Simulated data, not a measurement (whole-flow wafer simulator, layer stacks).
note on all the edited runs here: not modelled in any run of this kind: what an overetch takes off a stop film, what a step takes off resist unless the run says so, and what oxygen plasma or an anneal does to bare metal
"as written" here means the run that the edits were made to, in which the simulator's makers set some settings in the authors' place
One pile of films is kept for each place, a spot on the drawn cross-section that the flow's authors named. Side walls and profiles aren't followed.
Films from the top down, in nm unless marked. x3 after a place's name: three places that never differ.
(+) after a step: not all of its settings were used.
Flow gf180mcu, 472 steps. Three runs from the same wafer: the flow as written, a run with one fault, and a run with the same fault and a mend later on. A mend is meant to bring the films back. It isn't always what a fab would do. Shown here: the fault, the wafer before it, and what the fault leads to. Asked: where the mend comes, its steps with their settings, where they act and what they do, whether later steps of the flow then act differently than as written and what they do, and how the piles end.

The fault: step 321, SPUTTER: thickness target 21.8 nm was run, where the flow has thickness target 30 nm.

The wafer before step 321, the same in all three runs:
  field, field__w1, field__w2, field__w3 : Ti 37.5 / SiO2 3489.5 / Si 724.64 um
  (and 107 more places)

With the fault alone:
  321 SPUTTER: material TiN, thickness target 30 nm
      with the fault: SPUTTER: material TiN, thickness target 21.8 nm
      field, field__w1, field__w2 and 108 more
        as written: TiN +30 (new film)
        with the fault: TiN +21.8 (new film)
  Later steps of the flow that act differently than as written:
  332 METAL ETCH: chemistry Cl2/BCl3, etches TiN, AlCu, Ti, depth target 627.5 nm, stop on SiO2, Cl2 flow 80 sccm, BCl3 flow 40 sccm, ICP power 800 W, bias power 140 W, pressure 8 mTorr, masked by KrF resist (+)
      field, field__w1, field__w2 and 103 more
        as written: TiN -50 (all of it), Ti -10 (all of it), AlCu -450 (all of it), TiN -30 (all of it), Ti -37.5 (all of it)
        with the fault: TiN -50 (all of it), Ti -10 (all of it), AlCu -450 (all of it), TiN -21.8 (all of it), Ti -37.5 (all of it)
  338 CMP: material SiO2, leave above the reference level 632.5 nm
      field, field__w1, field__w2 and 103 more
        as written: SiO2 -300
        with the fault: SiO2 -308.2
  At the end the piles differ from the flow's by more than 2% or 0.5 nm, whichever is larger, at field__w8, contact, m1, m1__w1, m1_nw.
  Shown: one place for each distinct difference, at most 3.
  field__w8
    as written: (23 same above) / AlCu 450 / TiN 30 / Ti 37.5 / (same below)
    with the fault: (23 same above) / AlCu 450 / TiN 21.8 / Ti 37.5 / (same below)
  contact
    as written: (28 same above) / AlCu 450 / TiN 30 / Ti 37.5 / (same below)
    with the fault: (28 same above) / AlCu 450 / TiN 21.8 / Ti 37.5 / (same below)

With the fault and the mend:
  The mend comes after step 321.
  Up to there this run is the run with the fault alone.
  321a SPUTTER: material TiN, thickness target 8.2 nm (the flow's step 321 once more, with other settings)
      field, field__w1, field__w2 and 108 more
        TiN +8.2
  No later step of the flow acts differently than as written at any place that is followed.
  At the end the piles are the same as the flow's at every place that both follow.
